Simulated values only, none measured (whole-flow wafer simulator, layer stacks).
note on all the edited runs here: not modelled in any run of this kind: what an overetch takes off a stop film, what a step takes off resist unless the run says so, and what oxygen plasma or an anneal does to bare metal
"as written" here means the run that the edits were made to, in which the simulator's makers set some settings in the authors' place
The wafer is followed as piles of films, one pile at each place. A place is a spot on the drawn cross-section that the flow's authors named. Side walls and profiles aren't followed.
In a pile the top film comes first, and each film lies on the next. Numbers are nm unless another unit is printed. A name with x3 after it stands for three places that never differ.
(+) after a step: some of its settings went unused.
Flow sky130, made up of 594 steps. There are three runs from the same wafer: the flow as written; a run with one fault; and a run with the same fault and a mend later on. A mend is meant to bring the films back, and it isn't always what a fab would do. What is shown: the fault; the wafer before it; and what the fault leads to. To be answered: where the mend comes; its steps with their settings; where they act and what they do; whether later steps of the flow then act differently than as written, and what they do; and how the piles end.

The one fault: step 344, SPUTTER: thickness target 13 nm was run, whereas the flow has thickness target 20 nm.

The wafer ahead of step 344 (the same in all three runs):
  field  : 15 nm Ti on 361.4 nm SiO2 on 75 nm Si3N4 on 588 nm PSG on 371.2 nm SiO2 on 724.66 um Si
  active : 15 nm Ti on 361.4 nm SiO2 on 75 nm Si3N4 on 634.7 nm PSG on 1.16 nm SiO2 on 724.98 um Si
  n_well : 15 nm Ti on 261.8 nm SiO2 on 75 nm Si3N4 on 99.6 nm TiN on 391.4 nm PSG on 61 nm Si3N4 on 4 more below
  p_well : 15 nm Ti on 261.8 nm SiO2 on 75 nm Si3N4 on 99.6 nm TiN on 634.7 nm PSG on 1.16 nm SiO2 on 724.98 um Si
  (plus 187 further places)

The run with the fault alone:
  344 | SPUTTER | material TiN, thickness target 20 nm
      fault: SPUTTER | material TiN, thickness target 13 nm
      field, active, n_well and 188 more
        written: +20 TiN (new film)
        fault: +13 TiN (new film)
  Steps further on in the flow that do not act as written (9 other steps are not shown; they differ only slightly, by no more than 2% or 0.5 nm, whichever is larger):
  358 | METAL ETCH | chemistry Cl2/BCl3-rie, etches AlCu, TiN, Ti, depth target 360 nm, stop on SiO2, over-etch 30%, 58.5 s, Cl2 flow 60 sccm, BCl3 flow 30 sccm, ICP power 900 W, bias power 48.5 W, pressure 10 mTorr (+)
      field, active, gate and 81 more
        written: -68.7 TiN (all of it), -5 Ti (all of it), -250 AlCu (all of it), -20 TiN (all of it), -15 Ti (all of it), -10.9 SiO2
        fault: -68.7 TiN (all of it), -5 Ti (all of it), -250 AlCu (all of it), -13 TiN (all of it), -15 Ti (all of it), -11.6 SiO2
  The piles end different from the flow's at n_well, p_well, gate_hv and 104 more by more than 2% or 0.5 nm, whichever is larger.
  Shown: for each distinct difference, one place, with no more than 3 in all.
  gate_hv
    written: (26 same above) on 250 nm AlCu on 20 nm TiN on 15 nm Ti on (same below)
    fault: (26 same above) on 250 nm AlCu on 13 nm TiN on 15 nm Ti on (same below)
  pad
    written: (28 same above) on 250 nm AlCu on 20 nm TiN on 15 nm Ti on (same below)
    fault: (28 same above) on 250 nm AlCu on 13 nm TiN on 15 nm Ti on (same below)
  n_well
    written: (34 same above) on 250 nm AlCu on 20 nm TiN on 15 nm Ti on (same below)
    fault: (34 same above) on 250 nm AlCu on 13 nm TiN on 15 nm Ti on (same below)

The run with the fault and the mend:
  The mend follows step 344.
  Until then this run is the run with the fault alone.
  344a | SPUTTER | material TiN, thickness target 7 nm (the flow's step 344, run once more with other settings)
      field, active, n_well and 188 more
        +7 TiN
  None of the later steps of the flow acts differently than as written at any place that is followed.
  At every place that both follow, the piles at the end match the flow's.
